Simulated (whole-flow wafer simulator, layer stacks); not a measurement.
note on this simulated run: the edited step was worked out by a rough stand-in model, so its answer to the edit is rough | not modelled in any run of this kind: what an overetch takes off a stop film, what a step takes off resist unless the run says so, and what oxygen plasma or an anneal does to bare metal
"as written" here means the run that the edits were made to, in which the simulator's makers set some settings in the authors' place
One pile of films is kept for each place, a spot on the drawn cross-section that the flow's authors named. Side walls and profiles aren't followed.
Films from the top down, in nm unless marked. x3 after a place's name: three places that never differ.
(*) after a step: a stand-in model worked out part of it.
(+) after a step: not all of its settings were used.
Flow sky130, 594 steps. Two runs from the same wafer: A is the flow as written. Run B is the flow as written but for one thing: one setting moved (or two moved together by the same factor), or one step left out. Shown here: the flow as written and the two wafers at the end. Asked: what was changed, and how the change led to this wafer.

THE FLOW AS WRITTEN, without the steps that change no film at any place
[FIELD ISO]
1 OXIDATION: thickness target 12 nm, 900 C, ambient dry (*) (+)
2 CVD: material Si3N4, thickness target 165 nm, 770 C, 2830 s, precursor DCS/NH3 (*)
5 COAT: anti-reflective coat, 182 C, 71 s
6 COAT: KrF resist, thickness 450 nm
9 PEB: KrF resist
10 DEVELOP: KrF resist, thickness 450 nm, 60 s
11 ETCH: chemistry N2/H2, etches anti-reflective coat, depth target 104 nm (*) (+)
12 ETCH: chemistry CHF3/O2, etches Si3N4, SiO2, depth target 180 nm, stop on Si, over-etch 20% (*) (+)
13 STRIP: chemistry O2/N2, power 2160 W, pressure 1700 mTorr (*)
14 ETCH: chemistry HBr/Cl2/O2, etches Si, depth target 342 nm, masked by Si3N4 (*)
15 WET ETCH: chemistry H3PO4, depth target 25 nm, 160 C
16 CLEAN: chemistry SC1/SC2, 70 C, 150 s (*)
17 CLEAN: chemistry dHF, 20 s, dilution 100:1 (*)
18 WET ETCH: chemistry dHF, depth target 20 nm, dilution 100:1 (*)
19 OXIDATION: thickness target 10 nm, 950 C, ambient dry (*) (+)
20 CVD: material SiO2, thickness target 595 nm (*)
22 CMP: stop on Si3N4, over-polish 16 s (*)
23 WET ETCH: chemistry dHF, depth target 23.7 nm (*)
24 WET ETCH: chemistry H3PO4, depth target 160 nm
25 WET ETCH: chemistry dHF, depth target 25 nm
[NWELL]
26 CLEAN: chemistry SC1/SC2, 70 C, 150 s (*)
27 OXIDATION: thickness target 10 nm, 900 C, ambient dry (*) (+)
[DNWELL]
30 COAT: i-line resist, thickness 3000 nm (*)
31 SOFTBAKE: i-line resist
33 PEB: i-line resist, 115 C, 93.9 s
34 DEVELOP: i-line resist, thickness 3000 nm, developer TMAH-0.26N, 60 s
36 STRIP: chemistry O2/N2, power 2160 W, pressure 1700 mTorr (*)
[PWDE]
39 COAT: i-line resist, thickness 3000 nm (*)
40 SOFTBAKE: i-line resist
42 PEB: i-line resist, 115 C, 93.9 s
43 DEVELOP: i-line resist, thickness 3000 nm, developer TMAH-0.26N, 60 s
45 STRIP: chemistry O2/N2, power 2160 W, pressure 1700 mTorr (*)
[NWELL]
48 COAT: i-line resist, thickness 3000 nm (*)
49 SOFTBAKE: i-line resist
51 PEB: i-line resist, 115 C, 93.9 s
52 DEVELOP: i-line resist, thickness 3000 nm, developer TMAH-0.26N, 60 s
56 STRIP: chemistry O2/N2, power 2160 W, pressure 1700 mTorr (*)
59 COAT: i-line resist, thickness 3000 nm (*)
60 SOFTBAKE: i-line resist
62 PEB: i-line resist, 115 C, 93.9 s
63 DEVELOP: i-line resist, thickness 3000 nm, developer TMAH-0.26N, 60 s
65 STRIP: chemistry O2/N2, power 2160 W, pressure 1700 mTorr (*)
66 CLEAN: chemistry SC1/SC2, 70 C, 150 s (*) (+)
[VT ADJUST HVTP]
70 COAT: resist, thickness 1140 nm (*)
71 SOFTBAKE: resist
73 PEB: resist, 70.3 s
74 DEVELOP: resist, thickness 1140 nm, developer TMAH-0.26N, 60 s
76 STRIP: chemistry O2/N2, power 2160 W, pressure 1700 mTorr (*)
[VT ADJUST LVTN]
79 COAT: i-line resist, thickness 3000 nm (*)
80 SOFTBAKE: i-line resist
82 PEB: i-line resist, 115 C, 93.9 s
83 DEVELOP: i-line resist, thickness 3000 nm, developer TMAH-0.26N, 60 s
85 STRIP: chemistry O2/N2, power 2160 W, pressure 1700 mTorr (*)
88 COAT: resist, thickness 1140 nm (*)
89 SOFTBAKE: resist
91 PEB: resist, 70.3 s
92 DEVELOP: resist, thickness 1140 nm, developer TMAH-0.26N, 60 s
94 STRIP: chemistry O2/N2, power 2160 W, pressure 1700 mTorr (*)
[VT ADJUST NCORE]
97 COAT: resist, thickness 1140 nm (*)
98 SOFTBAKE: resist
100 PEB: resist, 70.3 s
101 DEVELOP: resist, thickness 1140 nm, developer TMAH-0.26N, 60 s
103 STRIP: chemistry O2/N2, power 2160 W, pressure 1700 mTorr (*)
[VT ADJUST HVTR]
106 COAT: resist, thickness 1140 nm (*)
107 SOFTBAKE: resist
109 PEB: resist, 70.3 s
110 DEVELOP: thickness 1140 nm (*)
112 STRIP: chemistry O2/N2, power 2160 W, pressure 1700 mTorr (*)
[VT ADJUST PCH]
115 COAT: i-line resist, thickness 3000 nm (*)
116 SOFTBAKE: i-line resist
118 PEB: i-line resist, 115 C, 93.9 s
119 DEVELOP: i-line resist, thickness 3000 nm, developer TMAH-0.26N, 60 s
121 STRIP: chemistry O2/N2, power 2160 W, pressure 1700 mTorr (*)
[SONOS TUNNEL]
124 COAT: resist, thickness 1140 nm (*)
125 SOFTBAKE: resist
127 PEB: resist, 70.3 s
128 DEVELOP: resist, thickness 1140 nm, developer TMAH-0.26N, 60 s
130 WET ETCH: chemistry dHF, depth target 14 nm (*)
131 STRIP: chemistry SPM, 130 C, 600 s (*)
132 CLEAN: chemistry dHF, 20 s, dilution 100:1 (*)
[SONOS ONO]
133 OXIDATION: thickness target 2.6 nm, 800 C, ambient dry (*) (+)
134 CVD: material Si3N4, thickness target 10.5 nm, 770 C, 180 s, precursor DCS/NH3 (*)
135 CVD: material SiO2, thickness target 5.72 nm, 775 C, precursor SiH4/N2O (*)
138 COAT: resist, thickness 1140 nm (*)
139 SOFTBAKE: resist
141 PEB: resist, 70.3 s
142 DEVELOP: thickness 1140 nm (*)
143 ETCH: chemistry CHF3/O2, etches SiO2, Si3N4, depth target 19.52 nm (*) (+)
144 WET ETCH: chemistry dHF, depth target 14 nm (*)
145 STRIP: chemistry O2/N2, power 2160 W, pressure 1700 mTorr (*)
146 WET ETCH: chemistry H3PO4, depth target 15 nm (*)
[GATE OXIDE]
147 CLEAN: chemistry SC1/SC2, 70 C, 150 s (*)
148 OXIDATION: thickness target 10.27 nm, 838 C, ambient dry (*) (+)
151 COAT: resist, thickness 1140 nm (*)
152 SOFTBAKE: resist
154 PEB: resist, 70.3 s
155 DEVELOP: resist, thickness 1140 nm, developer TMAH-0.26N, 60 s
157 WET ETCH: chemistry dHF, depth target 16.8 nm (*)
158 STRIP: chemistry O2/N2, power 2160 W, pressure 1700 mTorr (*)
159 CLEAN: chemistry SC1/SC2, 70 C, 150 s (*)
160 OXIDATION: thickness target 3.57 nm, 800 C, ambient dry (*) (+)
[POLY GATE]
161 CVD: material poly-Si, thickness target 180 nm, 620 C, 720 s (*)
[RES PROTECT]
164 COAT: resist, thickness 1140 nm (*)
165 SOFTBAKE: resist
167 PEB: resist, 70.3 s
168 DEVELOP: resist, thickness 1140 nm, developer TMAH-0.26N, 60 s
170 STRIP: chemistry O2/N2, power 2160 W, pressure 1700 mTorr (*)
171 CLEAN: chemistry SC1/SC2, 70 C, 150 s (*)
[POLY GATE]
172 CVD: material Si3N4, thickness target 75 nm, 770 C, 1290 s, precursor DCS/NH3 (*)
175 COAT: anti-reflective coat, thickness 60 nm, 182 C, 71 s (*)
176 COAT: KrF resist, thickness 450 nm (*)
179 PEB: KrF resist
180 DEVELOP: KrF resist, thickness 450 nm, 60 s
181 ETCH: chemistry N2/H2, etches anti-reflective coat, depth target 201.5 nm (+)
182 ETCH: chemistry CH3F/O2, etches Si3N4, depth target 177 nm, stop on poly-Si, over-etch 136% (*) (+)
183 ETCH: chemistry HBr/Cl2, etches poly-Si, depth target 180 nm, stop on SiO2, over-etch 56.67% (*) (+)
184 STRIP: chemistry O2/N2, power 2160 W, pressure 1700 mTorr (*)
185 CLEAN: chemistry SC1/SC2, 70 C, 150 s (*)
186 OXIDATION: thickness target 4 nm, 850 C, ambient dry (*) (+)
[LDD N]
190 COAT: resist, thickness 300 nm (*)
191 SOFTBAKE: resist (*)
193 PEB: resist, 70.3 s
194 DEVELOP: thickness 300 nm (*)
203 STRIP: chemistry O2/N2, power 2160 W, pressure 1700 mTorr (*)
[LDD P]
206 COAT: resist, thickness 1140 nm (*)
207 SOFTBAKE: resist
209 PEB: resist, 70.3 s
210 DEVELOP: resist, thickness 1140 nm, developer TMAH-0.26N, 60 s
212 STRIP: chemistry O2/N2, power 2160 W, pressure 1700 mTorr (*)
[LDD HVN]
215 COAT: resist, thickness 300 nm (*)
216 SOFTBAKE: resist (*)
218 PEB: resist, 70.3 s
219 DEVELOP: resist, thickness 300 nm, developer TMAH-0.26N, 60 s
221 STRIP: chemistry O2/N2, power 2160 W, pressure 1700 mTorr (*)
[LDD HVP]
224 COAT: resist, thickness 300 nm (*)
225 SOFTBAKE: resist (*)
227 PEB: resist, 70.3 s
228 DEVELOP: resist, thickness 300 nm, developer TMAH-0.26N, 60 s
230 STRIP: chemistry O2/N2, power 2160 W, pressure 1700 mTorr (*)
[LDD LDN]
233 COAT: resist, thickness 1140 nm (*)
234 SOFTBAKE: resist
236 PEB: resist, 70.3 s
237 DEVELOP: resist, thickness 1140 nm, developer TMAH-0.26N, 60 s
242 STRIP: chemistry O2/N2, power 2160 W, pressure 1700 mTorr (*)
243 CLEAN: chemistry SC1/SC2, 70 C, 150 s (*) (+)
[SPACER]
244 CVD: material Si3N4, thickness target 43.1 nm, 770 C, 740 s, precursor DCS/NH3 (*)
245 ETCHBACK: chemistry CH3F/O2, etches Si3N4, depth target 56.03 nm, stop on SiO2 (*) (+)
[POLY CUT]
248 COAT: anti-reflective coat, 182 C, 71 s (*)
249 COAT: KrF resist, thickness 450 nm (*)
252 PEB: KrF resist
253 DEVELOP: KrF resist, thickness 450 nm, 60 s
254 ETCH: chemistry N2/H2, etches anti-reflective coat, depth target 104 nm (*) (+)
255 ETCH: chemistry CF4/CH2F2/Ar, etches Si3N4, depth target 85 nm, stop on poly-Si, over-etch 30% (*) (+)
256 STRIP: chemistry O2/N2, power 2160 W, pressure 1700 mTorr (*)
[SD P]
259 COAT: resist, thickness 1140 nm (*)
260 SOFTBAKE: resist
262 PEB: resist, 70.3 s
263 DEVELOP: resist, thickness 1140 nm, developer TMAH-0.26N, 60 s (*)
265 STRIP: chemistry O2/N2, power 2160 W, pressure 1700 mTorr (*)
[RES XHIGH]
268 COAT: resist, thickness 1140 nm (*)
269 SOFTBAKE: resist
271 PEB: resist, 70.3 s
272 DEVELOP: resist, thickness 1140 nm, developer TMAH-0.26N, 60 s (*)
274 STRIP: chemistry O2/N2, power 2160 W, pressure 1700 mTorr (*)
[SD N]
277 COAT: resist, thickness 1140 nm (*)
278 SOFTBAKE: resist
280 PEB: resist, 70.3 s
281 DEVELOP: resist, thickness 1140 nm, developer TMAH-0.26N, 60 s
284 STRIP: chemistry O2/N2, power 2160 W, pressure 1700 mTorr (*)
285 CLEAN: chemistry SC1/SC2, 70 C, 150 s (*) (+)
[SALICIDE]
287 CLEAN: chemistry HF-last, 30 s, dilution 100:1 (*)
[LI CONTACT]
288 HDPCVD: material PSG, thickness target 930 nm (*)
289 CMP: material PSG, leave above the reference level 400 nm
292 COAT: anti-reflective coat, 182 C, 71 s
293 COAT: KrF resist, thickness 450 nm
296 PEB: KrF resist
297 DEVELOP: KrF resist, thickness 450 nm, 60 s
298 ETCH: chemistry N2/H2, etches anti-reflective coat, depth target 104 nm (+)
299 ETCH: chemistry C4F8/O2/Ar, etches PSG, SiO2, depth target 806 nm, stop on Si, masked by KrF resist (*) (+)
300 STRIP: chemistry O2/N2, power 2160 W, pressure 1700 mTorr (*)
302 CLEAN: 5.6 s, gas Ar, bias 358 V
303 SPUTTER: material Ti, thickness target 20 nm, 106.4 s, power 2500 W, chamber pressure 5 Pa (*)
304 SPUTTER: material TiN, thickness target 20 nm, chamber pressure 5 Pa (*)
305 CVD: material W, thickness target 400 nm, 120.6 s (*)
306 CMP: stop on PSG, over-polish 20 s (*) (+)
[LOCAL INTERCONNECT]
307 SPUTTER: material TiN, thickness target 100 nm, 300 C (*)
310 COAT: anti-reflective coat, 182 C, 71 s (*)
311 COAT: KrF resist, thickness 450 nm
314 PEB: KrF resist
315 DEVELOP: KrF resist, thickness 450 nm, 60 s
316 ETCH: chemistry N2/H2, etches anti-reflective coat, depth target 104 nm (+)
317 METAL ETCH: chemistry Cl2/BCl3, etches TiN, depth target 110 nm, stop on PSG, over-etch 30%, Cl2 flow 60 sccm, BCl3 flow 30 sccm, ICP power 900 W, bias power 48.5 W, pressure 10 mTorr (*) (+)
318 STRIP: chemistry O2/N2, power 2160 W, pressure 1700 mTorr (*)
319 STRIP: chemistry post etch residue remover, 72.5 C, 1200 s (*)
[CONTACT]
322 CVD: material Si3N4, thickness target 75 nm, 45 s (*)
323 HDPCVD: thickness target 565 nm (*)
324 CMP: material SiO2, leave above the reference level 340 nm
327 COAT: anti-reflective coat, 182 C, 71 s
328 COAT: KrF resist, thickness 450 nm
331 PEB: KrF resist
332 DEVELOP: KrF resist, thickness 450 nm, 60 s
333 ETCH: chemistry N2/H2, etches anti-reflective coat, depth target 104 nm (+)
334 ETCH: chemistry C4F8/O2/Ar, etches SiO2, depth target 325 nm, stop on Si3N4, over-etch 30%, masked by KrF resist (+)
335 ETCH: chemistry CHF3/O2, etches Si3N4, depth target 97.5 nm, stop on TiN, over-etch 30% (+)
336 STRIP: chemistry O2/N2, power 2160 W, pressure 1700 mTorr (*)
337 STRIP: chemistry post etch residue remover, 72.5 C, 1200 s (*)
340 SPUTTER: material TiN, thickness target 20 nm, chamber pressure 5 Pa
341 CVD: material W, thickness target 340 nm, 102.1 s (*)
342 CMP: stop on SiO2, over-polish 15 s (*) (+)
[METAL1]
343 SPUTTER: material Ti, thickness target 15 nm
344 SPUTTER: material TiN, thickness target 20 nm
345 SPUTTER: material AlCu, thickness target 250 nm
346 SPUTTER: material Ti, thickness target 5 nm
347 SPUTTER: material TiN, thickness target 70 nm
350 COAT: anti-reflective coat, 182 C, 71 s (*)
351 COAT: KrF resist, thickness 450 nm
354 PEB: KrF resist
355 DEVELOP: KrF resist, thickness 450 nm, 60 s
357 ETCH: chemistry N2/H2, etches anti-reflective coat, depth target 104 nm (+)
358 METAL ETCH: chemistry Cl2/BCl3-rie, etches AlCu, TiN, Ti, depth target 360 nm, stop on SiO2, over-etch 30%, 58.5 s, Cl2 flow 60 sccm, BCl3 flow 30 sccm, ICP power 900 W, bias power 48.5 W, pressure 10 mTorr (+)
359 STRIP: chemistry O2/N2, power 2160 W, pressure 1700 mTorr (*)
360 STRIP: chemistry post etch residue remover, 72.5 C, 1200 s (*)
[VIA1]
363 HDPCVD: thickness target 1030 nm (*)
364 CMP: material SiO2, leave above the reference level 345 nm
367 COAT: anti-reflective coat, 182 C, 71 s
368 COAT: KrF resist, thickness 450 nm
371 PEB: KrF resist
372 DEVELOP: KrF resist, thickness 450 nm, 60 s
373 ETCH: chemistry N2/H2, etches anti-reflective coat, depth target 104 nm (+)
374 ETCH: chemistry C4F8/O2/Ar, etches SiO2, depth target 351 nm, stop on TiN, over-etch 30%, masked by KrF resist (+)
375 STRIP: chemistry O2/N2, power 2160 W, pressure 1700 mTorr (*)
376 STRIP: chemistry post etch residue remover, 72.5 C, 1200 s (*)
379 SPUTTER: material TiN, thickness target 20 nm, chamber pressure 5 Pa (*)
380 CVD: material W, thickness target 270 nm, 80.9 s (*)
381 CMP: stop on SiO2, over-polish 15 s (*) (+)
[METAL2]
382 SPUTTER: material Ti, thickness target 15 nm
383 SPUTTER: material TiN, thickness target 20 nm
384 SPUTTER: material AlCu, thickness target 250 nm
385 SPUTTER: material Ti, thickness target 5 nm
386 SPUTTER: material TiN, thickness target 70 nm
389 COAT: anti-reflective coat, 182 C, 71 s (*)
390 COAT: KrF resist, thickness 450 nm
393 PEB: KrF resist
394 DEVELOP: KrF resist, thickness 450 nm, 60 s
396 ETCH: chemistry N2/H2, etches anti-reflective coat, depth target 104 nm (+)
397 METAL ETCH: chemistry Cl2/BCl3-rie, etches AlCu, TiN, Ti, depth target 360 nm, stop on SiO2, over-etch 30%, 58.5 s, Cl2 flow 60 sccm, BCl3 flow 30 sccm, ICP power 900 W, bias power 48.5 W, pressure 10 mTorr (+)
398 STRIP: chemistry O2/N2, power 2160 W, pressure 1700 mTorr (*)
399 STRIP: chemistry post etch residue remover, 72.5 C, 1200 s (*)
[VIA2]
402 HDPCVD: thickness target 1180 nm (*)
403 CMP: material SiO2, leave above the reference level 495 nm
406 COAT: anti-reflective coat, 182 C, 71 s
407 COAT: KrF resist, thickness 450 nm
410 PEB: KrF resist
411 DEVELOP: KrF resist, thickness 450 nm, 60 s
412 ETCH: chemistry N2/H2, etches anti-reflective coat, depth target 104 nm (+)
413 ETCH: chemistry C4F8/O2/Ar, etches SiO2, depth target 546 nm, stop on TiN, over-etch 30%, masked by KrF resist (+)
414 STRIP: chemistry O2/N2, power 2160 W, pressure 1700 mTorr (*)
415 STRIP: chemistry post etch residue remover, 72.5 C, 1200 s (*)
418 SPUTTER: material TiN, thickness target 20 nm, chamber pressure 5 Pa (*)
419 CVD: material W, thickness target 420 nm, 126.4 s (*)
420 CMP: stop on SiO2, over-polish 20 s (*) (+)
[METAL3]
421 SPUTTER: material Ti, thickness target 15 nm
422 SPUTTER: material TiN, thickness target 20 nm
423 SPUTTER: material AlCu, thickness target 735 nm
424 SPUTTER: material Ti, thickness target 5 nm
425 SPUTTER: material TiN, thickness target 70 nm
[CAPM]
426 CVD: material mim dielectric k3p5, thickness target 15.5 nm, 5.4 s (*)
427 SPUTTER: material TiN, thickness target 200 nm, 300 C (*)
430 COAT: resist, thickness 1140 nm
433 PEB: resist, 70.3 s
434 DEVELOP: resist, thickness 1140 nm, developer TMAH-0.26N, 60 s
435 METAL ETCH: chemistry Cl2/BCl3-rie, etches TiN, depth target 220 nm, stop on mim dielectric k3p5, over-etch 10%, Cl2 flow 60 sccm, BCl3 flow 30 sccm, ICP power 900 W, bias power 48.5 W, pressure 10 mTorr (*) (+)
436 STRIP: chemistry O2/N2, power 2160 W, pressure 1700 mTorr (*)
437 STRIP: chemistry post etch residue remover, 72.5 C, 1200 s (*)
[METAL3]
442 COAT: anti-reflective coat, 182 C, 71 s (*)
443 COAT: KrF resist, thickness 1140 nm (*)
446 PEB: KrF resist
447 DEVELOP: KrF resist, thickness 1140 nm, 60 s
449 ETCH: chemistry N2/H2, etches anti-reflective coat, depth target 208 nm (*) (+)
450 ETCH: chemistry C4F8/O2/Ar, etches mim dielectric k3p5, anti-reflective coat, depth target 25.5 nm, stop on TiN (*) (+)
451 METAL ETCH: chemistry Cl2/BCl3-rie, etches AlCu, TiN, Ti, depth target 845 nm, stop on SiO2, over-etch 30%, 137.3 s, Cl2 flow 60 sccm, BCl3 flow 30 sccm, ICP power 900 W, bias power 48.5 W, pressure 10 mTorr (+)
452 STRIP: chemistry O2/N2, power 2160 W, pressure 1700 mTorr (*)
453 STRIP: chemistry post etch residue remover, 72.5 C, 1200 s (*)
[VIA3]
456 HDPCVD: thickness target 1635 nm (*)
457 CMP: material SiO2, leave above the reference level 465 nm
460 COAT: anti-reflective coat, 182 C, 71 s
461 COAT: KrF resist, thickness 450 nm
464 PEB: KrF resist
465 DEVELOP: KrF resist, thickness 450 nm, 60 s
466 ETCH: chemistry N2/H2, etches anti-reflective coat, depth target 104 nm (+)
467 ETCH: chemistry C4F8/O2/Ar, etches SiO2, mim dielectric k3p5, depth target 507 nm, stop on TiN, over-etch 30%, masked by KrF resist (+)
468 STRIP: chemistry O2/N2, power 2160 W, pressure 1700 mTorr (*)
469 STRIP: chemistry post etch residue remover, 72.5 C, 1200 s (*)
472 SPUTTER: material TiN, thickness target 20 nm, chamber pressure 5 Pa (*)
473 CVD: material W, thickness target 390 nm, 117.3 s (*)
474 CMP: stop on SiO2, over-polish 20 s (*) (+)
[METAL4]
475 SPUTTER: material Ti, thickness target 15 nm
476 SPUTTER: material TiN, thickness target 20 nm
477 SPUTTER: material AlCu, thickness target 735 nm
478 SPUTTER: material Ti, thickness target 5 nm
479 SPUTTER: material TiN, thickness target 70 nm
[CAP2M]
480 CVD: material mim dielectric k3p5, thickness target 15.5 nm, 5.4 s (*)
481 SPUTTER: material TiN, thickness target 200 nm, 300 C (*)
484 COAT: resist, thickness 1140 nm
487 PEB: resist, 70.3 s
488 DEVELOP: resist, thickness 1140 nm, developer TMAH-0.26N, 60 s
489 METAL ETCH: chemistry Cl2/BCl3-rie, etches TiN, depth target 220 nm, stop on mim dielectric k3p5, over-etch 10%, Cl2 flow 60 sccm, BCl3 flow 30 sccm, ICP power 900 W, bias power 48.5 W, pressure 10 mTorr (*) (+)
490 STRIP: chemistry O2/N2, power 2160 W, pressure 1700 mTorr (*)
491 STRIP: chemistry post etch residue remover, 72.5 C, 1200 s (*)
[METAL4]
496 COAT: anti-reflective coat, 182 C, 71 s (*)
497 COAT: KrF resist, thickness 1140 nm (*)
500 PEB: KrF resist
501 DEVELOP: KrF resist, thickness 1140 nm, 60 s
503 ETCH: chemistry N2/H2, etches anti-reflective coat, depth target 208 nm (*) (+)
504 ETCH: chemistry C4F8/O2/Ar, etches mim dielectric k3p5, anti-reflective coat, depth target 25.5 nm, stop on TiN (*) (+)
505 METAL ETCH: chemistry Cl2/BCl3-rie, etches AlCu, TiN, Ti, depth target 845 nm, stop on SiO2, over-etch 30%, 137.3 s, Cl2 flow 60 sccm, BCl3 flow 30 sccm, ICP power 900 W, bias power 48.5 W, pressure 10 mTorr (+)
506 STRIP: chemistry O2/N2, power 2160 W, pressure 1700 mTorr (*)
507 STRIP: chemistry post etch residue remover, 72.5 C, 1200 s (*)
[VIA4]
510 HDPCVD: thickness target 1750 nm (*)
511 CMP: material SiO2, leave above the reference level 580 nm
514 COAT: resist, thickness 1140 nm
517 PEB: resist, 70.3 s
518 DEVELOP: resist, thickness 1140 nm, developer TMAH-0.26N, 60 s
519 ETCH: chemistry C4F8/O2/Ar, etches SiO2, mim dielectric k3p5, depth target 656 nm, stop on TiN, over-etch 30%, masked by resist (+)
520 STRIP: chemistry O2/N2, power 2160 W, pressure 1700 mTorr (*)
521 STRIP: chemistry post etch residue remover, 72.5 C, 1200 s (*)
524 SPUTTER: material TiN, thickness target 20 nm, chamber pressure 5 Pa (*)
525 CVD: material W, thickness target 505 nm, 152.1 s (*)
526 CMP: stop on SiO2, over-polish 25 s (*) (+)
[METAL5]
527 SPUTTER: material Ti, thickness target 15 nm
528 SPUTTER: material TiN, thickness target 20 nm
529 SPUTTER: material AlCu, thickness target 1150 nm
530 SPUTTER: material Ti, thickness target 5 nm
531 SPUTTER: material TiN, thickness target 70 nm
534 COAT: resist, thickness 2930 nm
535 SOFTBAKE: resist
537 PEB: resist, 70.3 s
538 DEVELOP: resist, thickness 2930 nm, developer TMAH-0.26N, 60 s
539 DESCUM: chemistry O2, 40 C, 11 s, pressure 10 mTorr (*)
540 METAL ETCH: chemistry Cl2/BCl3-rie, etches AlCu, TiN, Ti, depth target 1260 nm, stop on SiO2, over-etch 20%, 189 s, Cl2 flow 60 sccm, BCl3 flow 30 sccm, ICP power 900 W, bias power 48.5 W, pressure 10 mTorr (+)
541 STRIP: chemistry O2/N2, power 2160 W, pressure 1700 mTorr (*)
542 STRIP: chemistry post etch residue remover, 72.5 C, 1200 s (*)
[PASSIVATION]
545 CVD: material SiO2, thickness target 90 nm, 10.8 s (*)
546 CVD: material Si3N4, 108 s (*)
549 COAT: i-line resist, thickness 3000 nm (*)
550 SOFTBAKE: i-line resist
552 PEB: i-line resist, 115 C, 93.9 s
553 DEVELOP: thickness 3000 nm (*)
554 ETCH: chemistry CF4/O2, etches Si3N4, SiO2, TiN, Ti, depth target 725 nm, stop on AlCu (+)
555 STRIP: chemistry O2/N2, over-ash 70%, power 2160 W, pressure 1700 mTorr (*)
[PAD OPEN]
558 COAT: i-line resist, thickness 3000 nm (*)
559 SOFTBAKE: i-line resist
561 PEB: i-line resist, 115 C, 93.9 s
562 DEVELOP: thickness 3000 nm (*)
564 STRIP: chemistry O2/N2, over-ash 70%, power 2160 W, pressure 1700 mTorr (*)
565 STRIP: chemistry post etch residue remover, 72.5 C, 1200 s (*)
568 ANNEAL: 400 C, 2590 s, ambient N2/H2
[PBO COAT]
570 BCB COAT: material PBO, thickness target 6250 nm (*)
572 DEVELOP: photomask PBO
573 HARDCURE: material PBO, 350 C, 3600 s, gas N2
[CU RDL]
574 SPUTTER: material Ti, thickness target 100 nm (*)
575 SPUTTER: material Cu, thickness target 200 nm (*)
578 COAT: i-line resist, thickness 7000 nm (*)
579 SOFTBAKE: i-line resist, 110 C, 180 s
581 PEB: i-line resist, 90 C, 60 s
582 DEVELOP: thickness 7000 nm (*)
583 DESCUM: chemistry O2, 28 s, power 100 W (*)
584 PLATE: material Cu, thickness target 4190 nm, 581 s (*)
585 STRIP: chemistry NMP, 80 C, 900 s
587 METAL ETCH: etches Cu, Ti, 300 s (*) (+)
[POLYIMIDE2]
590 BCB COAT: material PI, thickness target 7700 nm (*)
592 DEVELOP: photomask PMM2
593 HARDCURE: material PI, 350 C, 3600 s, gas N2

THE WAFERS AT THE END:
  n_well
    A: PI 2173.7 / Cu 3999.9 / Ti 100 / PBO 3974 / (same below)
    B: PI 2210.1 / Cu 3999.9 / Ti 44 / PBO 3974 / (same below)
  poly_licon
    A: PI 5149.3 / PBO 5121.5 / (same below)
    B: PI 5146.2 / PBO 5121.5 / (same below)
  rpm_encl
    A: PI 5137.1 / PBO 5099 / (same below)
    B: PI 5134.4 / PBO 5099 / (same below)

The cause: step 574, SPUTTER: thickness target 44 nm was run, where the flow has thickness target 100 nm.
It can be read off the wafer: n_well has Ti 44, and step 574 as written asks for 100 nm.

How the change led to this, step by step:
  574 SPUTTER: material Ti, thickness target 100 nm (*)
      field, active, n_well and 190 more: A Ti +100 (new film) | B Ti +44 (new film)
  587 METAL ETCH: etches Cu, Ti, 300 s (*) (+)
      field, active, gate and 167 more: A Cu -200 (all of it), Ti -100 (all of it) | B Cu -200 (all of it), Ti -44 (all of it)
  590 BCB COAT: material PI, thickness target 7700 nm (*)
      de16_gate_nw: A PI +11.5 um (new film) | B PI +11.45 um (new film)
